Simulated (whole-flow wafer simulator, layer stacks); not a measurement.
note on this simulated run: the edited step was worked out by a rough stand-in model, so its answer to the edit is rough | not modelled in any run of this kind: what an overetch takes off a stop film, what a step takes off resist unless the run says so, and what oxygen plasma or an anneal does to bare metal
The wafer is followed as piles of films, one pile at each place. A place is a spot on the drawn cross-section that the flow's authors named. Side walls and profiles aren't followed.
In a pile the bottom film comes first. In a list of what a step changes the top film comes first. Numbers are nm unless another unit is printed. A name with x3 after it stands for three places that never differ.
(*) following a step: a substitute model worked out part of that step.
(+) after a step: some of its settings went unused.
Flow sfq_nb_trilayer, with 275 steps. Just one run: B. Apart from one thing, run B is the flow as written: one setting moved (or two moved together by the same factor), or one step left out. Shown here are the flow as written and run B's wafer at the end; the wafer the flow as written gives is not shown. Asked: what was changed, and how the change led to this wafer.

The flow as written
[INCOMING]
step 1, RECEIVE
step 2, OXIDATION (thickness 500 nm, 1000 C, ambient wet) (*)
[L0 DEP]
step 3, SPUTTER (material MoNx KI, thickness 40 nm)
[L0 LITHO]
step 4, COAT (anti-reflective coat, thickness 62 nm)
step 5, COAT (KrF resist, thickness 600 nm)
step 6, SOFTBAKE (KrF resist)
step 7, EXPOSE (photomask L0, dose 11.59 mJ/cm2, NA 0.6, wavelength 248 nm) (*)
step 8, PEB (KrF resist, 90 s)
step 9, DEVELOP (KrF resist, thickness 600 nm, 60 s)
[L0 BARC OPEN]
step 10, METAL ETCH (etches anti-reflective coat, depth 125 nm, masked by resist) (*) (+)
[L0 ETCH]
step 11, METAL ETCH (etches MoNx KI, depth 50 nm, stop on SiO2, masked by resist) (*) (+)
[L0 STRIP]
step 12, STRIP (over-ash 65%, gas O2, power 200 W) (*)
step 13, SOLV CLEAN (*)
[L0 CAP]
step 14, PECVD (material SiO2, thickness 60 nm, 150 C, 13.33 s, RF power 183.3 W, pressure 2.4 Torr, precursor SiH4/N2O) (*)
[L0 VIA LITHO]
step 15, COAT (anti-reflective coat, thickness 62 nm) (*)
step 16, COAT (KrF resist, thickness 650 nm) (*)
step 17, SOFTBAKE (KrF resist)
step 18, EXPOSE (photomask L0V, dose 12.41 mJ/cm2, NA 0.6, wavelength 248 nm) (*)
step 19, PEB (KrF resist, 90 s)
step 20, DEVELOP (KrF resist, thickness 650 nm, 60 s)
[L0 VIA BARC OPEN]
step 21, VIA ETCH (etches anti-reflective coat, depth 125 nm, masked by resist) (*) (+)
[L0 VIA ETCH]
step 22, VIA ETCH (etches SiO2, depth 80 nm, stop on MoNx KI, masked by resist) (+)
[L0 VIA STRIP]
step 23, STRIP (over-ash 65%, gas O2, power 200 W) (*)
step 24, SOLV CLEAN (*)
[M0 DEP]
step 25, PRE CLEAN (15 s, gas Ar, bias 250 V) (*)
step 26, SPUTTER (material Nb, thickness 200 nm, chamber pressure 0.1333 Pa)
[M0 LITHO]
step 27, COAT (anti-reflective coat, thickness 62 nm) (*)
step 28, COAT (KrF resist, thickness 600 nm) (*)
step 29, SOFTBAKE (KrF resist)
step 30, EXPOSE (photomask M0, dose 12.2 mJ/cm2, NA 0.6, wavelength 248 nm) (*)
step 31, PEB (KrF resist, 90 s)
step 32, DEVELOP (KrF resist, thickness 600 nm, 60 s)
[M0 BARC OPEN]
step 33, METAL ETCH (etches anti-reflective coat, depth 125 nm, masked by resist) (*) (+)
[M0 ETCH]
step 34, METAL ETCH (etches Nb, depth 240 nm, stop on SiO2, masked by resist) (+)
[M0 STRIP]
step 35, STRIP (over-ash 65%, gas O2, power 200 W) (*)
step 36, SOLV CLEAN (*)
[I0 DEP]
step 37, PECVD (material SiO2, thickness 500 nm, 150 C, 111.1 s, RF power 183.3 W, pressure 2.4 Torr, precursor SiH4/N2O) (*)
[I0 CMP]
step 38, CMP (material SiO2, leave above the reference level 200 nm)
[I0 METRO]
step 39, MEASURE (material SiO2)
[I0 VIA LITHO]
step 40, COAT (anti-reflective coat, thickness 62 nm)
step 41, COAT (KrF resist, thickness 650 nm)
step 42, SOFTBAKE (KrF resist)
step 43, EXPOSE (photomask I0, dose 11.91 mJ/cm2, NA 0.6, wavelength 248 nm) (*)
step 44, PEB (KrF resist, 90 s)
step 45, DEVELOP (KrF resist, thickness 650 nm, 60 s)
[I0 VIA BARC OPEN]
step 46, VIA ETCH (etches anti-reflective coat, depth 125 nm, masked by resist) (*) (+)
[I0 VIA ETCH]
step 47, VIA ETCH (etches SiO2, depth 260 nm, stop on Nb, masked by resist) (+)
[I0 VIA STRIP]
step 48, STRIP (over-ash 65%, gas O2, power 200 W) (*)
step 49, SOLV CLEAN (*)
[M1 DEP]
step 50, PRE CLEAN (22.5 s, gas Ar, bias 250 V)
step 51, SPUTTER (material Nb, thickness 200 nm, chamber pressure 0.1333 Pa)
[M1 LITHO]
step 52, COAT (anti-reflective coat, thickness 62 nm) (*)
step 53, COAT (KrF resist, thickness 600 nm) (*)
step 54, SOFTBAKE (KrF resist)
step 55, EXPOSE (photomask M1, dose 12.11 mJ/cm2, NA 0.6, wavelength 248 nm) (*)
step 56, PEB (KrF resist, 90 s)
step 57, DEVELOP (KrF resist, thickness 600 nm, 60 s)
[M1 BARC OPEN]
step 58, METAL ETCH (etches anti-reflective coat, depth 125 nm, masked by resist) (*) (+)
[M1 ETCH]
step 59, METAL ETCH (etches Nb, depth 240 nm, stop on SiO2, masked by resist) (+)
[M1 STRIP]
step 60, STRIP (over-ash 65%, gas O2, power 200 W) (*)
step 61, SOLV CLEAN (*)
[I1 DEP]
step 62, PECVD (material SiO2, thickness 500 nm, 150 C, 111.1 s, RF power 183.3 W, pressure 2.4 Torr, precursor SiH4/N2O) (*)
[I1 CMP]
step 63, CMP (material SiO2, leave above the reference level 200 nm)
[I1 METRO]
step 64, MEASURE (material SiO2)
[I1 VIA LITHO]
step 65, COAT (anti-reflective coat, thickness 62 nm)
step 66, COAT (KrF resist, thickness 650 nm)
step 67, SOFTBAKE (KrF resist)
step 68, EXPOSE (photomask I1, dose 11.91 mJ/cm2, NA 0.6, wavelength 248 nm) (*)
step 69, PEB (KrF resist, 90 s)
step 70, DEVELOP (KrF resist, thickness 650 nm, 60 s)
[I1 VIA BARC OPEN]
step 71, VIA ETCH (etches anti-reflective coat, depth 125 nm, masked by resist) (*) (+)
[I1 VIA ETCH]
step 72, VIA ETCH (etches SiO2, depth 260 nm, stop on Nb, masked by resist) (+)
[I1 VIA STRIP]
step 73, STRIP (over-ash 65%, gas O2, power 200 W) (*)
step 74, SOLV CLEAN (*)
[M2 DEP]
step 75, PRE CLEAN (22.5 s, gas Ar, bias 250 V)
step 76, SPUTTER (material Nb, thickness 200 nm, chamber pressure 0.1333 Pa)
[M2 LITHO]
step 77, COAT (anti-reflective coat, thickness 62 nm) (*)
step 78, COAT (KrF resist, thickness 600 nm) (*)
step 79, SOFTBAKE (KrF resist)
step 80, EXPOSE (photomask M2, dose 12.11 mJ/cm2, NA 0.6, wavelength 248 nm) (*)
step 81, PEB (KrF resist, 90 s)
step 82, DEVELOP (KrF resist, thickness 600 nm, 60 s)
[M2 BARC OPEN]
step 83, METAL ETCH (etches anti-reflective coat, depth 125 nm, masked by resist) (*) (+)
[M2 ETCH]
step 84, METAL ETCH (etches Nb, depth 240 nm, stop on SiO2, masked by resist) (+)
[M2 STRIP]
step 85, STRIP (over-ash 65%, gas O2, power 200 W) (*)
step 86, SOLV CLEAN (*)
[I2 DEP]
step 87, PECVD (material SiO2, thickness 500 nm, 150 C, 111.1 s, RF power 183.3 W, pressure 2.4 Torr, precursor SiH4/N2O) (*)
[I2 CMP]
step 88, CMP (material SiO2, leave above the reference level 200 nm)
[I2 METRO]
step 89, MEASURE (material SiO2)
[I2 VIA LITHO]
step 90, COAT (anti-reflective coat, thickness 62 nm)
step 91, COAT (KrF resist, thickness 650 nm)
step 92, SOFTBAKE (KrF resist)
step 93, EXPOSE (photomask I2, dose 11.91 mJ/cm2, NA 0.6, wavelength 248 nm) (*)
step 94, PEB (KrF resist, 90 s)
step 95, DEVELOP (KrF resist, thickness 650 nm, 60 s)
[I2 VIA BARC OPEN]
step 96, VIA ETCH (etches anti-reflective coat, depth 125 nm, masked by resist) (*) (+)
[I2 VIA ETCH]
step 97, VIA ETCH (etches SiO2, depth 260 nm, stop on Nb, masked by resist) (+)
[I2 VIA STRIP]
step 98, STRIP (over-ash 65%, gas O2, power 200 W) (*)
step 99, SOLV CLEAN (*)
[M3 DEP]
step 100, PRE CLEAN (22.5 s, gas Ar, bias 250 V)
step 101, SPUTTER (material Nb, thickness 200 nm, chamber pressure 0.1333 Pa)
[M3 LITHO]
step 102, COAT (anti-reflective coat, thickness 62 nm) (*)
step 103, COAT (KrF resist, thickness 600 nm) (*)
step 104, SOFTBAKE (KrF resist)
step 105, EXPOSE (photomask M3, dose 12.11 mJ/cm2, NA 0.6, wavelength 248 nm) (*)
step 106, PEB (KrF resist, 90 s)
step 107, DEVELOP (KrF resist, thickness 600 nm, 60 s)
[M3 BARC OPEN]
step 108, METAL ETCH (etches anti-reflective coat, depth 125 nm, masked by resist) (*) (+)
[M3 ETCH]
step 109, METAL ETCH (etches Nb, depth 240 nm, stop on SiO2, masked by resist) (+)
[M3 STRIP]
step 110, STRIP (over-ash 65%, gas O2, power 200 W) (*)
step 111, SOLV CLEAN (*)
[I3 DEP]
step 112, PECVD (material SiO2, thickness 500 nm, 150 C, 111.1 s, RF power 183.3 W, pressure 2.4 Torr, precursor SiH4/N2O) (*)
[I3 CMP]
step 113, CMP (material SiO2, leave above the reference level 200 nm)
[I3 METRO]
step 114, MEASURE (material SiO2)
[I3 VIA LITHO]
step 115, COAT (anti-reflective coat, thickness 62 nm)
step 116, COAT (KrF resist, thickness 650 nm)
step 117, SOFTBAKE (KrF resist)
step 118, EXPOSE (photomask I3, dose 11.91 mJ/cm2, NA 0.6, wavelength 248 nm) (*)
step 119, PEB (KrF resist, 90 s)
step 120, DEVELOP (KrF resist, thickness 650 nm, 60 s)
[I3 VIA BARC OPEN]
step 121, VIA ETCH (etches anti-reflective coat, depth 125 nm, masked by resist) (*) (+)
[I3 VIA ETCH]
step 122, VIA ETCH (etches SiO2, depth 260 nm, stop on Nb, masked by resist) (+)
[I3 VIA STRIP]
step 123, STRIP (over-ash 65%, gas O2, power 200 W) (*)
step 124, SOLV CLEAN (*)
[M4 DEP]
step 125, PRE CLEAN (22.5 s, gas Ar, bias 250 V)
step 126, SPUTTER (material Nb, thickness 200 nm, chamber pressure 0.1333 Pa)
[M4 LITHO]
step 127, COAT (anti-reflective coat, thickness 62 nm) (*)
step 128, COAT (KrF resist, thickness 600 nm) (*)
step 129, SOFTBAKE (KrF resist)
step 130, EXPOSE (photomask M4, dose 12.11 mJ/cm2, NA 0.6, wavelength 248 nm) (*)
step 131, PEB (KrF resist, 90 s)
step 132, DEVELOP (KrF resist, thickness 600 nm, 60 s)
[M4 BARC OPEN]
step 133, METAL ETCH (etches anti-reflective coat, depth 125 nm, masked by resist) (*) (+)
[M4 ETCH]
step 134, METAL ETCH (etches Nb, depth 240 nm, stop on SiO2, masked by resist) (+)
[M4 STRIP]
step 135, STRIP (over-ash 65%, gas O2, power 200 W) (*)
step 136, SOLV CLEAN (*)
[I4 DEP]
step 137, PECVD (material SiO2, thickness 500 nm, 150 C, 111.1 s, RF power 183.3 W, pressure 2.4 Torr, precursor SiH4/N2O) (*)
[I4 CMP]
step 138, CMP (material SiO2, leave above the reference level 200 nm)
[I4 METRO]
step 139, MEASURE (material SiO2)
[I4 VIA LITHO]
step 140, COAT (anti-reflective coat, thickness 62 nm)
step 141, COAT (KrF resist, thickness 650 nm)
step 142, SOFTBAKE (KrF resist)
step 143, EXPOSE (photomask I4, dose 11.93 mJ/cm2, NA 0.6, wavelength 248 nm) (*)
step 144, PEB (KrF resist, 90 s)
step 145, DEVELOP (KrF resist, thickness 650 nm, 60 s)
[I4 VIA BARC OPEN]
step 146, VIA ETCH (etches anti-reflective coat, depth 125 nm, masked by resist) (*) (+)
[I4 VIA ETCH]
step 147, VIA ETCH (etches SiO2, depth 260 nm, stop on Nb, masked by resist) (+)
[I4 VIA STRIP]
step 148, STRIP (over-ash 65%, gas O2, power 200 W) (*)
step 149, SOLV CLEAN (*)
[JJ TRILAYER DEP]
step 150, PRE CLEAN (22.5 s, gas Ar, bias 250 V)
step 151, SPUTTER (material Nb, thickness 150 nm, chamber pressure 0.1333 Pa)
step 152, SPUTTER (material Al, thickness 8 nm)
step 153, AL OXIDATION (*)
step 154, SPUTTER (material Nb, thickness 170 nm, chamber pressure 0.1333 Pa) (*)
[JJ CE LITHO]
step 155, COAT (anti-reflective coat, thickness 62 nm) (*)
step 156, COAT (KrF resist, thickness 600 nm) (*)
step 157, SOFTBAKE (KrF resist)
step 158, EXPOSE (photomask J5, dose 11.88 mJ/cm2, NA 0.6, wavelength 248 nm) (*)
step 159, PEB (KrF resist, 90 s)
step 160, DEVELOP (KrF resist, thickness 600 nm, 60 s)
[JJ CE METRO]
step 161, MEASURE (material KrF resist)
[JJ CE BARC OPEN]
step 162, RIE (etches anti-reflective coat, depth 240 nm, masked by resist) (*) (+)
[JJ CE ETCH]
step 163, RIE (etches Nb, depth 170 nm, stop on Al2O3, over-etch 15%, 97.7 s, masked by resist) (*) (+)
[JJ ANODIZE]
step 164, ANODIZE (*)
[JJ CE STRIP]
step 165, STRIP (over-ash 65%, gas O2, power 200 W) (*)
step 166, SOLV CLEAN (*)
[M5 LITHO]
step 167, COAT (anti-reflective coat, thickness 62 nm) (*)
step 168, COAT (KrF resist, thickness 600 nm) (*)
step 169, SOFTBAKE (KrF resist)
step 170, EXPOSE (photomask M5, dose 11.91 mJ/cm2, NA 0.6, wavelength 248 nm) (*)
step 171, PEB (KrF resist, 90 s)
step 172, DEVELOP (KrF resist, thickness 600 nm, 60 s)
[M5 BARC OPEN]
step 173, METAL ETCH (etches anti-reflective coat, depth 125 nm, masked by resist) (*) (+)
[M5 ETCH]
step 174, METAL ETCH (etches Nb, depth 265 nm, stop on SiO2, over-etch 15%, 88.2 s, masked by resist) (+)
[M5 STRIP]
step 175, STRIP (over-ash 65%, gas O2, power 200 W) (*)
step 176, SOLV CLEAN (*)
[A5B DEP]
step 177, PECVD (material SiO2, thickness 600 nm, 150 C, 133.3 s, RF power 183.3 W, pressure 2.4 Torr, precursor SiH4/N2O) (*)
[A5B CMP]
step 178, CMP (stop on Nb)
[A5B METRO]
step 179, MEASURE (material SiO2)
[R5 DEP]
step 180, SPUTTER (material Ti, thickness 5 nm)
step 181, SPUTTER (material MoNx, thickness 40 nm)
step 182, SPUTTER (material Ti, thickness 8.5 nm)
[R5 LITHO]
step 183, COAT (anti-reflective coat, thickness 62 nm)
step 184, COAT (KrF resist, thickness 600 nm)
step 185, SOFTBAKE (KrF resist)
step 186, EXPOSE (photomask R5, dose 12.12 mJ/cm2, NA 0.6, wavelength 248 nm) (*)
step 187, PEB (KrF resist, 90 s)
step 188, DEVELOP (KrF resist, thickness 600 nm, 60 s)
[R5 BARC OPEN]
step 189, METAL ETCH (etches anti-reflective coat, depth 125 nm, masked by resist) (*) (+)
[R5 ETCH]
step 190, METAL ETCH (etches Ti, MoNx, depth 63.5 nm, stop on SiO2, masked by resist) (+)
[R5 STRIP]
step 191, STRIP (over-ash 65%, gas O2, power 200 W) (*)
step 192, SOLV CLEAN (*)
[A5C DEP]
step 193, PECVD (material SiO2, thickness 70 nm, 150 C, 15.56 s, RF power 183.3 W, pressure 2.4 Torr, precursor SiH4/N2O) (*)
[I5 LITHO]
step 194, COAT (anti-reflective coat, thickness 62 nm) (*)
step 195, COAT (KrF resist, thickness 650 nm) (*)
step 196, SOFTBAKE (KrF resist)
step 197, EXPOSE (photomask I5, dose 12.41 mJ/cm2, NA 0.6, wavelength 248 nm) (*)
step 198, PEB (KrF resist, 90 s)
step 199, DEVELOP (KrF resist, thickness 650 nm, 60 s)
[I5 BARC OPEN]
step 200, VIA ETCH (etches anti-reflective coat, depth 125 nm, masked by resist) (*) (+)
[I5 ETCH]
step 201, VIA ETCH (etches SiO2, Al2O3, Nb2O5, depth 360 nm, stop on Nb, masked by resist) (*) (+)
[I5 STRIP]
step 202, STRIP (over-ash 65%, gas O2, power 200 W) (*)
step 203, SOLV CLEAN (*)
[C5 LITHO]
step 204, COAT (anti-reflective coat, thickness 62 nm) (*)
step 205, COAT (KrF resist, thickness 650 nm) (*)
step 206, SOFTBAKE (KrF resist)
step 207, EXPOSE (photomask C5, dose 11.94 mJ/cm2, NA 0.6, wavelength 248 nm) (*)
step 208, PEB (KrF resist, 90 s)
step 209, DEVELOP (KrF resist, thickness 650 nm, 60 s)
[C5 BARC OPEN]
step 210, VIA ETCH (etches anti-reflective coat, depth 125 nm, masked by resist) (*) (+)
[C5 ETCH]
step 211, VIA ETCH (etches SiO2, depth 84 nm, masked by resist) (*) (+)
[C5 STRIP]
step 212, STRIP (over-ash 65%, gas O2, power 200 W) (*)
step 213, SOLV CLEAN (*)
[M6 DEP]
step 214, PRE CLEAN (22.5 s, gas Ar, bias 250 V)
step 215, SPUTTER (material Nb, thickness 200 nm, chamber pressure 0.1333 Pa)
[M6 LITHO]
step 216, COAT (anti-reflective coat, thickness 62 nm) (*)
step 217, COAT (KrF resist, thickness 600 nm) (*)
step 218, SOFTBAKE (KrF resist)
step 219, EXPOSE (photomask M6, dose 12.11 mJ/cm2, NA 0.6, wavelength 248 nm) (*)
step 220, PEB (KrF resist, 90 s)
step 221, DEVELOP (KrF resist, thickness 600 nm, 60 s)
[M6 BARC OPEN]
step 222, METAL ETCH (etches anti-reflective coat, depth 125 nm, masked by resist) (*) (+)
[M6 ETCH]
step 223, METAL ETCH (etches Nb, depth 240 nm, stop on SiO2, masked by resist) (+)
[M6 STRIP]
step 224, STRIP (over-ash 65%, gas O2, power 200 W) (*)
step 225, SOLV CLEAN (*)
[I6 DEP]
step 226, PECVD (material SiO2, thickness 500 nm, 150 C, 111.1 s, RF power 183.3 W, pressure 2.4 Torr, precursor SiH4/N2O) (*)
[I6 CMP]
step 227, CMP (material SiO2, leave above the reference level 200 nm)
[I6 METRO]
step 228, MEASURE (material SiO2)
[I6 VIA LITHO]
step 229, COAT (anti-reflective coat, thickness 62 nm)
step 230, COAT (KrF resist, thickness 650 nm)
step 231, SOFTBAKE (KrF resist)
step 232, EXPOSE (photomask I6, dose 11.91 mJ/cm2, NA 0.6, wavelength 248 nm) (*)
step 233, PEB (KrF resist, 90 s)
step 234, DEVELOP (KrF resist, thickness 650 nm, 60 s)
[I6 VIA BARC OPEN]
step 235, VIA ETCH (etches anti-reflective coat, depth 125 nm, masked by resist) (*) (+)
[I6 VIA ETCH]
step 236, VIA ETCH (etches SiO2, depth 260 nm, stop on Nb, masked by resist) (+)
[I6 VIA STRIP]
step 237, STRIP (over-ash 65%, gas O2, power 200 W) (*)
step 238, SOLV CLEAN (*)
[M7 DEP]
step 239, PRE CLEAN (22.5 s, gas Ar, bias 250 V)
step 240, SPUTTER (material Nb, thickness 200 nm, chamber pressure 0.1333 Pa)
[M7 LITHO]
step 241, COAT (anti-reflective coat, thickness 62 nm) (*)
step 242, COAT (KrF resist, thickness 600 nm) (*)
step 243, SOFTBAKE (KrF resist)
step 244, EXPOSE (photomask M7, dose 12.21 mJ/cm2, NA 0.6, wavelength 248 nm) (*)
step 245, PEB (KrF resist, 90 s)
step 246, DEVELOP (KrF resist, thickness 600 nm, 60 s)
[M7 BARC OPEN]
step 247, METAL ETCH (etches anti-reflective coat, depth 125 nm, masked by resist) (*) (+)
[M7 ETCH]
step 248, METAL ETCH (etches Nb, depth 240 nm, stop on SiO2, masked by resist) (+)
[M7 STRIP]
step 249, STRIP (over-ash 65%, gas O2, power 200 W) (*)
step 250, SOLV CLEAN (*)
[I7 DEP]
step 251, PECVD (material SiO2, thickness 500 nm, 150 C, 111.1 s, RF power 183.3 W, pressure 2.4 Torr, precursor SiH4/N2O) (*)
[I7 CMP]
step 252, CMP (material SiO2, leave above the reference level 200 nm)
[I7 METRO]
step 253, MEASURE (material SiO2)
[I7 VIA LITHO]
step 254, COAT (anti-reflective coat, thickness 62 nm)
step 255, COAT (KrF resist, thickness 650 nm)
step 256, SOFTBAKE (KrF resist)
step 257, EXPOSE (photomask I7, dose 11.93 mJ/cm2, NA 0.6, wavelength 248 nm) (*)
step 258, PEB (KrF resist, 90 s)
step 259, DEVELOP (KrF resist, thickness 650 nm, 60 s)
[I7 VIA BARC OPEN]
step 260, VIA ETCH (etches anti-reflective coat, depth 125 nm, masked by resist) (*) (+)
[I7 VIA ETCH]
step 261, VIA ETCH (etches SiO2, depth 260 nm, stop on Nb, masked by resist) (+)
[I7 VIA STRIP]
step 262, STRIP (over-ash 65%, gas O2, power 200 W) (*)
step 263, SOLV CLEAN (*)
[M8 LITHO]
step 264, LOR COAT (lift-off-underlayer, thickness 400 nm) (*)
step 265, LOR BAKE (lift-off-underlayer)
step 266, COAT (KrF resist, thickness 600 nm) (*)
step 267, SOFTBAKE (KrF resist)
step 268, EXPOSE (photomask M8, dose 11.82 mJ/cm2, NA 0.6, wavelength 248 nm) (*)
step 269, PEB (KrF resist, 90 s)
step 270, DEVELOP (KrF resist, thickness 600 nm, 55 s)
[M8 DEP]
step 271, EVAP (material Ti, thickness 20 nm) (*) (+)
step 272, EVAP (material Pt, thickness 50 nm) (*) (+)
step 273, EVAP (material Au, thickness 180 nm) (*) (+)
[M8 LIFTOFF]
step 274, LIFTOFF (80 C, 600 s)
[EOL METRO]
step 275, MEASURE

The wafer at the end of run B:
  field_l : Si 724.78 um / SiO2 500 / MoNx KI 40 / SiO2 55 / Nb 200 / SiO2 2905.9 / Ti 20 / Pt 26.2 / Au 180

What caused this: step 272, EVAP: thickness 26.2 nm was run, though the flow has thickness 50 nm.
One can read it off the wafer: field_l has Pt 26.2, and step 272 as written asks for 50 nm.

Step by step, how the change led to this:
  step 272, EVAP (material Pt, thickness 50 nm) (*) (+)
      field_l, v_sur, via_wl and 103 more: Pt gains 26.2 (new film) (it would be, as written: Pt gains 50 (new film))
  step 274, LIFTOFF (80 C, 600 s)
      p4_fl x3, p4_w1 x9, p4_g1 x2 and 60 more: Au loses 180 (all of it), Pt loses 26.2 (all of it), Ti loses 20 (all of it), KrF resist loses 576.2 (all of it), lift-off-underlayer loses 400 (all of it) (it would be, as written: Au loses 180 (all of it), Pt loses 50 (all of it), Ti loses 20 (all of it), KrF resist loses 576.2 (all of it), lift-off-underlayer loses 400 (all of it))
      c5j, ce_r: Au loses 180 (all of it), Pt loses 26.2 (all of it), Ti loses 20 (all of it), KrF resist loses 573.3 (all of it), lift-off-underlayer loses 399.3 (all of it) (it would be, as written: Au loses 180 (all of it), Pt loses 50 (all of it), Ti loses 20 (all of it), KrF resist loses 573.3 (all of it), lift-off-underlayer loses 399.3 (all of it))
      (also at 19 further places)
